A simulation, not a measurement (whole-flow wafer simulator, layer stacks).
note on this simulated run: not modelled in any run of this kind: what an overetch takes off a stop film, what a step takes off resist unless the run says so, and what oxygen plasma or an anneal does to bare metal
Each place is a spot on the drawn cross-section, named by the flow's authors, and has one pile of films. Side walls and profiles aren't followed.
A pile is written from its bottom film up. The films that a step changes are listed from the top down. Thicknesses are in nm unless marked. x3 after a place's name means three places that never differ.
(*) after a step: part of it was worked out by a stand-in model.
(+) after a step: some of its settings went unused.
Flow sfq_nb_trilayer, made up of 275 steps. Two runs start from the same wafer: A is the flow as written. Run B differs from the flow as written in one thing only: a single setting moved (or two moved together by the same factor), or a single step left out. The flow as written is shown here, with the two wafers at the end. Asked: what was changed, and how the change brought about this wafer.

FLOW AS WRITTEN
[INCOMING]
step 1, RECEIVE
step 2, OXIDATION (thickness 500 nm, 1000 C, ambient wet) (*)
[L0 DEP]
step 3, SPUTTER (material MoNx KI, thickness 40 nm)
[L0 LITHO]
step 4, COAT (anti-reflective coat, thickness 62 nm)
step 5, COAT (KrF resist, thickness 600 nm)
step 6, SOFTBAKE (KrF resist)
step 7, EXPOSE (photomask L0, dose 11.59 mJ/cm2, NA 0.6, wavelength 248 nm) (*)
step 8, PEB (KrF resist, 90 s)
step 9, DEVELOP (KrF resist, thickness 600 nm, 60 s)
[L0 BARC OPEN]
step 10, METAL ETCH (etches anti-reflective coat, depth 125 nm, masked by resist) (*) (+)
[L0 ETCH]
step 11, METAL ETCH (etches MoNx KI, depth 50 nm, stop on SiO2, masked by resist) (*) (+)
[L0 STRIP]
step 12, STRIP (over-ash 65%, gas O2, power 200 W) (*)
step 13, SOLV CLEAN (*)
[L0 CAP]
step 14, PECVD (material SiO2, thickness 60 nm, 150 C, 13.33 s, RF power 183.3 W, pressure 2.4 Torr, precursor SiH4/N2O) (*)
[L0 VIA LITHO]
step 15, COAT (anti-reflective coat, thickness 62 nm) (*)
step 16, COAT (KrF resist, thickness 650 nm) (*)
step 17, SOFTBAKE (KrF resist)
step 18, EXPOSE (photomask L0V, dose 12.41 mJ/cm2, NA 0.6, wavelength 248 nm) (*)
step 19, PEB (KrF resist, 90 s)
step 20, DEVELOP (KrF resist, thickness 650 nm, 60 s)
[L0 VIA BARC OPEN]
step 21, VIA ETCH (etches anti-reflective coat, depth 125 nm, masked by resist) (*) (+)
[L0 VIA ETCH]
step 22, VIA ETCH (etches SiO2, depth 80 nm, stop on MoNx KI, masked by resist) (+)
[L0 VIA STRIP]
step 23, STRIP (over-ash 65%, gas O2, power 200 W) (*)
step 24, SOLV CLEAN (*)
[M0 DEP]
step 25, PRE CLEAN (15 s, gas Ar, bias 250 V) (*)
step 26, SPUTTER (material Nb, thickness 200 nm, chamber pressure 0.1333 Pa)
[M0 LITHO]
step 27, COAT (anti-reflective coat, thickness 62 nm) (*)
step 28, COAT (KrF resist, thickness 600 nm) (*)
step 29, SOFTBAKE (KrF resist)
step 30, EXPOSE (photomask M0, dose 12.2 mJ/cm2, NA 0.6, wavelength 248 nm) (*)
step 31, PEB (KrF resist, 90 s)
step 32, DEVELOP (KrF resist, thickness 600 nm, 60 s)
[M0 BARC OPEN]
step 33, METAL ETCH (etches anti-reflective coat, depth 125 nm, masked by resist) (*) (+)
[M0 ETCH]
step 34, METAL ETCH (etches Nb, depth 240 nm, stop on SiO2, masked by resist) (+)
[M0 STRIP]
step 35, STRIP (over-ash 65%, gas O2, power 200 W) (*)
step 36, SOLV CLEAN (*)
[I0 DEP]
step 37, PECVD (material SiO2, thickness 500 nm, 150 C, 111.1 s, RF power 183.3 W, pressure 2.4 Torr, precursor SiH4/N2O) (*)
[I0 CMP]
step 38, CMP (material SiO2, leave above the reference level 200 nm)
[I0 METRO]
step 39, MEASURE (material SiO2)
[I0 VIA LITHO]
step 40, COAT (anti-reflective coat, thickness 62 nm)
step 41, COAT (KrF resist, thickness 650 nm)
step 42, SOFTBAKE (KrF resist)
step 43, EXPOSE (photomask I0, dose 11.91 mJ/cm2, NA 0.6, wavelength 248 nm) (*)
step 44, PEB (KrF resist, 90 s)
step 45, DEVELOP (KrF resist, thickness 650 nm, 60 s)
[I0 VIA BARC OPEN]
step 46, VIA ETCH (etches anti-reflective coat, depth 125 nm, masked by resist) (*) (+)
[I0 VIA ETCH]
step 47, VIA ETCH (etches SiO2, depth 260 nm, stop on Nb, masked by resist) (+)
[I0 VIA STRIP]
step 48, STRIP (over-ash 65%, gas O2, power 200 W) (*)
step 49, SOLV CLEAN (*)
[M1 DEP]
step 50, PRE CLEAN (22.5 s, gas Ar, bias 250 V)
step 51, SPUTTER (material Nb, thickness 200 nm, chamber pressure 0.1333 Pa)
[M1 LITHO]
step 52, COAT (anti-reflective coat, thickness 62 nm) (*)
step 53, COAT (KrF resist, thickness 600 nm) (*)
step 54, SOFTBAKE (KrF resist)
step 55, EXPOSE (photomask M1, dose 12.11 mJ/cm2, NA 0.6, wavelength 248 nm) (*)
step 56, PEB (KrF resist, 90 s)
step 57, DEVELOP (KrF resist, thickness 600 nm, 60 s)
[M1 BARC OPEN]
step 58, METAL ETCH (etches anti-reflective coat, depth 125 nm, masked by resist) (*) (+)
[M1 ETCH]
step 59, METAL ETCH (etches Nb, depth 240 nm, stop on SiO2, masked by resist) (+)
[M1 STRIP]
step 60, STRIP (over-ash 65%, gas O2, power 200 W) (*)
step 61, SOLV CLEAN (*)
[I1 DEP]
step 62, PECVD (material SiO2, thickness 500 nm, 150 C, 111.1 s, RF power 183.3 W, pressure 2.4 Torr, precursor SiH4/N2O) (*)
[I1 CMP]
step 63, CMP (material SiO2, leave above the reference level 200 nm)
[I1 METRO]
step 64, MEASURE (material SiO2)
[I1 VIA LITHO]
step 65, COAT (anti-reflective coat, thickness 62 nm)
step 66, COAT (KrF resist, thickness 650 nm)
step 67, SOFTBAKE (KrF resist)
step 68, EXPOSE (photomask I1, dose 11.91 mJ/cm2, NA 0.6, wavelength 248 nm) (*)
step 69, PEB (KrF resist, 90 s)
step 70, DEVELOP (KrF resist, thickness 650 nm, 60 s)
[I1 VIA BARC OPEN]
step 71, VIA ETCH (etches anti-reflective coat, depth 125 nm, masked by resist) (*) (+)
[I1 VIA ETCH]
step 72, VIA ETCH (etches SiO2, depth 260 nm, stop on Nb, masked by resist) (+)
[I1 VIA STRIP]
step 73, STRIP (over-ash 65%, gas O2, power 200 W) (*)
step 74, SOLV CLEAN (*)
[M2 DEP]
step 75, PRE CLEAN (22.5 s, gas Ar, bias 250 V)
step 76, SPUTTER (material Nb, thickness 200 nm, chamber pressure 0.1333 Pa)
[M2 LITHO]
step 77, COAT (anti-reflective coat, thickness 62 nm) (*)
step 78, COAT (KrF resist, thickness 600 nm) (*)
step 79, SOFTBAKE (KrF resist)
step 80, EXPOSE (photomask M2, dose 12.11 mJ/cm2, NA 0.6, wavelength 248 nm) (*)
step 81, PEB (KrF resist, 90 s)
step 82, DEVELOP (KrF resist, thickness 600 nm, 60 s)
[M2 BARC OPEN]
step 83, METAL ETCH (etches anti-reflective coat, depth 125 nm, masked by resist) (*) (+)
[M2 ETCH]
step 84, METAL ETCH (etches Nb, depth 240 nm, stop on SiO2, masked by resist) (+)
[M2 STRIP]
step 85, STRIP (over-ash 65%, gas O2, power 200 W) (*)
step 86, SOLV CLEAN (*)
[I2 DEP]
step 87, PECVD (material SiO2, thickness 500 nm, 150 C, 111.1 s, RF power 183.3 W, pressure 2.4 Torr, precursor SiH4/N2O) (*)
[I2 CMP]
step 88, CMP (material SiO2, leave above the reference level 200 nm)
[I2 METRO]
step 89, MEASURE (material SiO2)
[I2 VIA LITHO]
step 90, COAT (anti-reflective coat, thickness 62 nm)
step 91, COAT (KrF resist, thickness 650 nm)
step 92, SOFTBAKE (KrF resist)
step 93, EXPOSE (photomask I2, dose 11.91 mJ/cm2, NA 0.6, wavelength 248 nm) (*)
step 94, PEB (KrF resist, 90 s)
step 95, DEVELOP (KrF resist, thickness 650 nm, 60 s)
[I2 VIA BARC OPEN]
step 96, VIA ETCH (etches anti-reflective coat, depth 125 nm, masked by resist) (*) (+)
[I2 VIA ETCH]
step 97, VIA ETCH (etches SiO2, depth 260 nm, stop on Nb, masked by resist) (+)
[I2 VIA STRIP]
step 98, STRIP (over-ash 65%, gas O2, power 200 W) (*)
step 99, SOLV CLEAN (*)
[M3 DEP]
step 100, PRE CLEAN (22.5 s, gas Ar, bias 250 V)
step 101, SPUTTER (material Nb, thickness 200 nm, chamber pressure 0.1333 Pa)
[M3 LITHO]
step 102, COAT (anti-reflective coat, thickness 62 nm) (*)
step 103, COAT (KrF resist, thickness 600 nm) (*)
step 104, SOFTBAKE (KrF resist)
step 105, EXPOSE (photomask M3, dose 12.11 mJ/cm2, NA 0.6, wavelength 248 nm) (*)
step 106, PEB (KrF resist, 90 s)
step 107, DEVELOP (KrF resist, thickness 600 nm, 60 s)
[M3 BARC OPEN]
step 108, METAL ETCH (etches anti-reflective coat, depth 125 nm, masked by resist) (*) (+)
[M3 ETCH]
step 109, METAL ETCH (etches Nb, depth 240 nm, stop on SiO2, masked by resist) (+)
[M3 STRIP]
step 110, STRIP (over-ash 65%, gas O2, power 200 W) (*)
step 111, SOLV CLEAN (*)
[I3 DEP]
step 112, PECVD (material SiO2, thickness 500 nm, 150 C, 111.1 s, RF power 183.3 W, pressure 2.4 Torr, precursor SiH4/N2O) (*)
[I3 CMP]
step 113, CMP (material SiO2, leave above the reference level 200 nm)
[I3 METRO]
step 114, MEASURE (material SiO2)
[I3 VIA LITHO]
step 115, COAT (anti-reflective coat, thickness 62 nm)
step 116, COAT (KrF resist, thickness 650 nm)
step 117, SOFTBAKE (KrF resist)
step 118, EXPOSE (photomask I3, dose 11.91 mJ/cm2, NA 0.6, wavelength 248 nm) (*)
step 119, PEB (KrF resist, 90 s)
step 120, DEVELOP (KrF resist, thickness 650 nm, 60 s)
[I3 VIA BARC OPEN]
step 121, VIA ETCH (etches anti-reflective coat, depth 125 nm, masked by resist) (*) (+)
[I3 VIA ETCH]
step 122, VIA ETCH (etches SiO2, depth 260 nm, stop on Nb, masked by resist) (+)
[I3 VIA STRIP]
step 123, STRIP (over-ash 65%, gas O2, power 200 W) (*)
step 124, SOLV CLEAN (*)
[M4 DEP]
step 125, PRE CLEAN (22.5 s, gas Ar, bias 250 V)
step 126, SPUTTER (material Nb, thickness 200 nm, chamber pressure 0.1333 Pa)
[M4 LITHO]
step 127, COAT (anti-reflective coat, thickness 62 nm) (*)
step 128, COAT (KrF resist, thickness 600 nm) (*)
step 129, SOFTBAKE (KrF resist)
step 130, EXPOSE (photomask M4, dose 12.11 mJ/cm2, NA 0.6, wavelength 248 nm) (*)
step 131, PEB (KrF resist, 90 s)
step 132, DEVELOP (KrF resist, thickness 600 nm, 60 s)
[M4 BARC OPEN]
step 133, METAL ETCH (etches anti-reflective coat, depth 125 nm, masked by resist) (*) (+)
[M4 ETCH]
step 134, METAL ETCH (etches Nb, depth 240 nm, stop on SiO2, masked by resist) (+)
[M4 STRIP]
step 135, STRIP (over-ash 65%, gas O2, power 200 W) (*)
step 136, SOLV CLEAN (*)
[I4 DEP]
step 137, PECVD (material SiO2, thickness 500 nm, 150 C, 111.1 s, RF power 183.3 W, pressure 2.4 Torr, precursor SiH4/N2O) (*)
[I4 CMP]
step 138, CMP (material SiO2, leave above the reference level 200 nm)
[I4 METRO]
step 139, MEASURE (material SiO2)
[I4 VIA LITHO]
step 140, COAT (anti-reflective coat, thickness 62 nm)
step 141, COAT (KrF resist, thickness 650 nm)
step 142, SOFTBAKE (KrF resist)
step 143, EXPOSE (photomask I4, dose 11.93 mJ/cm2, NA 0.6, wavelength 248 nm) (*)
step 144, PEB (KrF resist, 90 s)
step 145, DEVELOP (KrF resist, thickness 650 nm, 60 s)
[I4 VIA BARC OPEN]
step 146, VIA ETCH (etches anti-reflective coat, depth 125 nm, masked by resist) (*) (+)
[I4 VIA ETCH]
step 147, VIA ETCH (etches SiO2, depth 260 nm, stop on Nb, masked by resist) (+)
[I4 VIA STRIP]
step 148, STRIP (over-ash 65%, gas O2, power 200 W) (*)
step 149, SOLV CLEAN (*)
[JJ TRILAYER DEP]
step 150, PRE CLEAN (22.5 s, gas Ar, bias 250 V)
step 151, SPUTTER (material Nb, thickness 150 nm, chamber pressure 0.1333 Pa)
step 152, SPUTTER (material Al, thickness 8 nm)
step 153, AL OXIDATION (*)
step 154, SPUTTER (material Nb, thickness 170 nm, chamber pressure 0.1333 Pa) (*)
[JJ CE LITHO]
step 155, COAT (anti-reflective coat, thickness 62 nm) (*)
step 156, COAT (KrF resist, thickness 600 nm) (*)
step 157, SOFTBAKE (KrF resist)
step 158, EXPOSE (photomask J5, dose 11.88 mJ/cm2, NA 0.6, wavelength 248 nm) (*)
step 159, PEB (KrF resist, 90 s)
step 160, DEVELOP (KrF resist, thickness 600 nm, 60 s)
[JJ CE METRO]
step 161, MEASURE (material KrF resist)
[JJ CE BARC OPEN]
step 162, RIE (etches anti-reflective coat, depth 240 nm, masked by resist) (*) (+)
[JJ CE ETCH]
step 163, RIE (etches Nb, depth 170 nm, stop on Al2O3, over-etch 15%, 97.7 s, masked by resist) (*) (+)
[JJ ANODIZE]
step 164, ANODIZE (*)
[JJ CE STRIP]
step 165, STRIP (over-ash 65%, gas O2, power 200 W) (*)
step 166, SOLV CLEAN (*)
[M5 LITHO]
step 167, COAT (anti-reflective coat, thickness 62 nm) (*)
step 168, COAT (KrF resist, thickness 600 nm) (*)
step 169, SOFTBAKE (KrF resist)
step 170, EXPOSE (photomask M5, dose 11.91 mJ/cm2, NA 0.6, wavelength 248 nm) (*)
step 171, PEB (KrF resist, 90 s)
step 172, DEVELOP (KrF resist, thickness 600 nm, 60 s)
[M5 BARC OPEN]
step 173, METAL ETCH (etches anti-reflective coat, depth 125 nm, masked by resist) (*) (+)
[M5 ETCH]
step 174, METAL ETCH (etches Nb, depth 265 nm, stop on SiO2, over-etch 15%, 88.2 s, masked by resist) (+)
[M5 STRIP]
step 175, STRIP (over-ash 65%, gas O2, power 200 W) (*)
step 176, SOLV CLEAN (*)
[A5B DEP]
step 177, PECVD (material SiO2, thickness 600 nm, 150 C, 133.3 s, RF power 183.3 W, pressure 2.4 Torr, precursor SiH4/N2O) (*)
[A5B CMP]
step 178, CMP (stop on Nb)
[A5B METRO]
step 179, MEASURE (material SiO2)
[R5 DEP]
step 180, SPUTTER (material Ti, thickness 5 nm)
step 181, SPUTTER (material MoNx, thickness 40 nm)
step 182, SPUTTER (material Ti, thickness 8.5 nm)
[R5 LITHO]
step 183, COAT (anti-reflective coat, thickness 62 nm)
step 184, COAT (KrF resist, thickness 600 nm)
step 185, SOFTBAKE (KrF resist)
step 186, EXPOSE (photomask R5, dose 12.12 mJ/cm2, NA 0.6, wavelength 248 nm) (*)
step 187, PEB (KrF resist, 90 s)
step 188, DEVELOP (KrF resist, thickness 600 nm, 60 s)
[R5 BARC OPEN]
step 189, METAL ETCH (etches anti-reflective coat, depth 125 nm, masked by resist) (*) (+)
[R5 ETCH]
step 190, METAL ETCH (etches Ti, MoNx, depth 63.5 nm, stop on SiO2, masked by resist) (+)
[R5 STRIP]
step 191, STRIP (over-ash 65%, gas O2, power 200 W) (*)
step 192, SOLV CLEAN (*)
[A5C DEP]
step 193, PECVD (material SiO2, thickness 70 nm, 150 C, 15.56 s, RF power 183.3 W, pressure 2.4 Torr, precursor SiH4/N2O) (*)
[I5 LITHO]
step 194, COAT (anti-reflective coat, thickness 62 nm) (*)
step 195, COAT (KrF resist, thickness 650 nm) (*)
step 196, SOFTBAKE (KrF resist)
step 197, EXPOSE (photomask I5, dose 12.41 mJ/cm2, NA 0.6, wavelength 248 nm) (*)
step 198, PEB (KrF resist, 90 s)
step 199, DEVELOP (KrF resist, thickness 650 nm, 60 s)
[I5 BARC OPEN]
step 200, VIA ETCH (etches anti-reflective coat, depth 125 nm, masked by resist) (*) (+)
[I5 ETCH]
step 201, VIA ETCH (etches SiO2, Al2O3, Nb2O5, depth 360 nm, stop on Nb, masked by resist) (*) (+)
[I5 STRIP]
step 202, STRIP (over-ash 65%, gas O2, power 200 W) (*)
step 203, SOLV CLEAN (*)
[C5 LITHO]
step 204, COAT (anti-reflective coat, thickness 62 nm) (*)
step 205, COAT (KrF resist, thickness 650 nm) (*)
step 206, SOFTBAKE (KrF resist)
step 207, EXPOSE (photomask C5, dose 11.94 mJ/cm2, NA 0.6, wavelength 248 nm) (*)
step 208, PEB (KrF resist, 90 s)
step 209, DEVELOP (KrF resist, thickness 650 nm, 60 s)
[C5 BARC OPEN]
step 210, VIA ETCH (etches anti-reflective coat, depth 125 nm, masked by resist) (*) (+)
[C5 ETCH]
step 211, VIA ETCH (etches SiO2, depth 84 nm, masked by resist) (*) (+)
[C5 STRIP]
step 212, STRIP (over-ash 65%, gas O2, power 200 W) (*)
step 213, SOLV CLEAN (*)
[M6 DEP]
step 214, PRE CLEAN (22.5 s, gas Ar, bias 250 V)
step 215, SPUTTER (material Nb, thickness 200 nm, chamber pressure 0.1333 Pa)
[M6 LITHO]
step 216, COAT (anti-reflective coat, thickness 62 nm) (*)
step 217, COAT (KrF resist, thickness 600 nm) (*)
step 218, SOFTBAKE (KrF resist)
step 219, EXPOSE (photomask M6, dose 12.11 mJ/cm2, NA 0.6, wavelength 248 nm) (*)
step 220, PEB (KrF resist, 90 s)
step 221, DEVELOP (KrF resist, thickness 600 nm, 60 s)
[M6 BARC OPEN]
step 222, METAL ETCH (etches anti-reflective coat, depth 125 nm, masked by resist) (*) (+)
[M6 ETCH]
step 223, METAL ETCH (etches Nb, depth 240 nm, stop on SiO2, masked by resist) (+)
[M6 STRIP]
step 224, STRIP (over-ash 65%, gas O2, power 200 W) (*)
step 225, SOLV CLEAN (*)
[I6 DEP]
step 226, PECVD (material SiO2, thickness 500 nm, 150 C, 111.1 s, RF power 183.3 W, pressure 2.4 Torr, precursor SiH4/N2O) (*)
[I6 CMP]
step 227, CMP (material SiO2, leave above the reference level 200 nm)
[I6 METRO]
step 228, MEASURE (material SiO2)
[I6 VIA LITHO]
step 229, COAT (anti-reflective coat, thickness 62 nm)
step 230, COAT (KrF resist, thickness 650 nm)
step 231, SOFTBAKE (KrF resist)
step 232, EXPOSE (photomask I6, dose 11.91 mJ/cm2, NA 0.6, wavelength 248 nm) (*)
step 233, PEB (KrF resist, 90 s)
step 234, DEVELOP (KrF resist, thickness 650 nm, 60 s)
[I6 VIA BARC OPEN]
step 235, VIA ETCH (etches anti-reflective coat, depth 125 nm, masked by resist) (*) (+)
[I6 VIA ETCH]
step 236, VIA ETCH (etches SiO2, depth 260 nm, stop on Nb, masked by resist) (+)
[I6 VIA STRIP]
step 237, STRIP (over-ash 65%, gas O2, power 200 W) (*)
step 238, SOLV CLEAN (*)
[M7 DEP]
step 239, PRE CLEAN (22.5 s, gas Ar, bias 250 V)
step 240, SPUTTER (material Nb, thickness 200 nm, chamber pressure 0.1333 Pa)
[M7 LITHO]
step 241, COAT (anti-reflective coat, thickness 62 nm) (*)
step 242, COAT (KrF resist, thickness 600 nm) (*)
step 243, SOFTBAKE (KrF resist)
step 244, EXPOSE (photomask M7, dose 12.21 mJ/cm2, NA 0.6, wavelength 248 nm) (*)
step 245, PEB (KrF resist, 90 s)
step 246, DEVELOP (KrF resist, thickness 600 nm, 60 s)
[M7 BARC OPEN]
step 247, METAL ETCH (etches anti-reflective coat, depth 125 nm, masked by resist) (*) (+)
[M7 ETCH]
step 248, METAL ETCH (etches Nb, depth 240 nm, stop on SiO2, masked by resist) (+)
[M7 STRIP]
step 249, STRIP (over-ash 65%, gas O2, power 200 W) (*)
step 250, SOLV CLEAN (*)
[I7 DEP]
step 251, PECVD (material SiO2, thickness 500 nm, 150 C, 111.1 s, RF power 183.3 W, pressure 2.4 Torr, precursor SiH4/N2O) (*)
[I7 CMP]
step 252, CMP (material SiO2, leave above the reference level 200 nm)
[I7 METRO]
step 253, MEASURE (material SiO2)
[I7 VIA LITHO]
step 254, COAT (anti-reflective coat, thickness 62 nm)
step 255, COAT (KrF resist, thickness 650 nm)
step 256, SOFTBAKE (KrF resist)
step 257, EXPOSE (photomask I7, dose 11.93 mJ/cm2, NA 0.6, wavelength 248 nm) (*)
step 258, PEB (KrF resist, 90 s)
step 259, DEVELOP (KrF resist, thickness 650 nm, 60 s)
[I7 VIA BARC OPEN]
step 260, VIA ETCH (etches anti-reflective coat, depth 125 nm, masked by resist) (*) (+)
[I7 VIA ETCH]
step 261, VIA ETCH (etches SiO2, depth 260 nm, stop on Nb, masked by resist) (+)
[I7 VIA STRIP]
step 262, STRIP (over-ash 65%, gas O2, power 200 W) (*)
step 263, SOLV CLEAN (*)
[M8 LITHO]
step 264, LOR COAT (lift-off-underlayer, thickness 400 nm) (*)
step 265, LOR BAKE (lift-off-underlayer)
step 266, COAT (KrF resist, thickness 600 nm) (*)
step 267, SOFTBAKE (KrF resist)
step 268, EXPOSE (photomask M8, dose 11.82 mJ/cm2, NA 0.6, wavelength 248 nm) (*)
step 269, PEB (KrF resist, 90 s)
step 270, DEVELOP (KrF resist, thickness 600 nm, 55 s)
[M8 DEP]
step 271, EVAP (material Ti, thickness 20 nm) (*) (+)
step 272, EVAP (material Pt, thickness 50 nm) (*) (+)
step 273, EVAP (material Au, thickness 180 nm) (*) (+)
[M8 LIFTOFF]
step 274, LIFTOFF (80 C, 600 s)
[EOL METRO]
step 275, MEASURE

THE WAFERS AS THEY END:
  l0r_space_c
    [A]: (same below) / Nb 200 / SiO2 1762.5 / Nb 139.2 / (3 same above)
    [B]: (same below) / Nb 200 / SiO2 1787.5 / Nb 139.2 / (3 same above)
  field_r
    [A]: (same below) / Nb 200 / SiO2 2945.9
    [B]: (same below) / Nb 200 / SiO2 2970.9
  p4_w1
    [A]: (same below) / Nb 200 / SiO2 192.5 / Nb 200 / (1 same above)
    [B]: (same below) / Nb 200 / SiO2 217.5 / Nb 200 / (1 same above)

Cause: step 113, CMP: leave above the reference level 225 nm was run, though the flow has leave above the reference level 200 nm.

Step by step, how the change led to this:
  step 113, CMP (material SiO2, leave above the reference level 200 nm)
      field_l, be, be_sur and 64 more: A SiO2 loses 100 | B SiO2 loses 75
      v_sur, via_wl, via_wr and 27 more: A SiO2 loses 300 | B SiO2 loses 275
      (as well as at 9 more places)
  step 122, VIA ETCH (etches SiO2, depth 260 nm, stop on Nb, masked by resist) (+)
      via_v: A SiO2 loses 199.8 (all of it) | B SiO2 loses 224.8 (all of it)
  step 126, SPUTTER (material Nb, thickness 200 nm, chamber pressure 0.1333 Pa)
      via_v: A Nb gains 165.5 | B Nb gains 160.2
  step 127, COAT (anti-reflective coat, thickness 62 nm) (*)
      via_v: A anti-reflective coat gains 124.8 (new film) | B anti-reflective coat gains 130.2 (new film)
  step 128, COAT (KrF resist, thickness 600 nm) (*)
      via_v: A KrF resist gains 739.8 (new film) | B KrF resist gains 760.5 (new film)
  step 135, STRIP (over-ash 65%, gas O2, power 200 W) (*)
      via_v: A KrF resist loses 521.8 (all of it), anti-reflective coat loses 124.8 (all of it) | B KrF resist loses 542.5 (all of it), anti-reflective coat loses 130.2 (all of it)
  step 137, PECVD (material SiO2, thickness 500 nm, 150 C, 111.1 s, RF power 183.3 W, pressure 2.4 Torr, precursor SiH4/N2O) (*)
      via_v: A SiO2 gains 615 (new film) | B SiO2 gains 645.4 (new film)
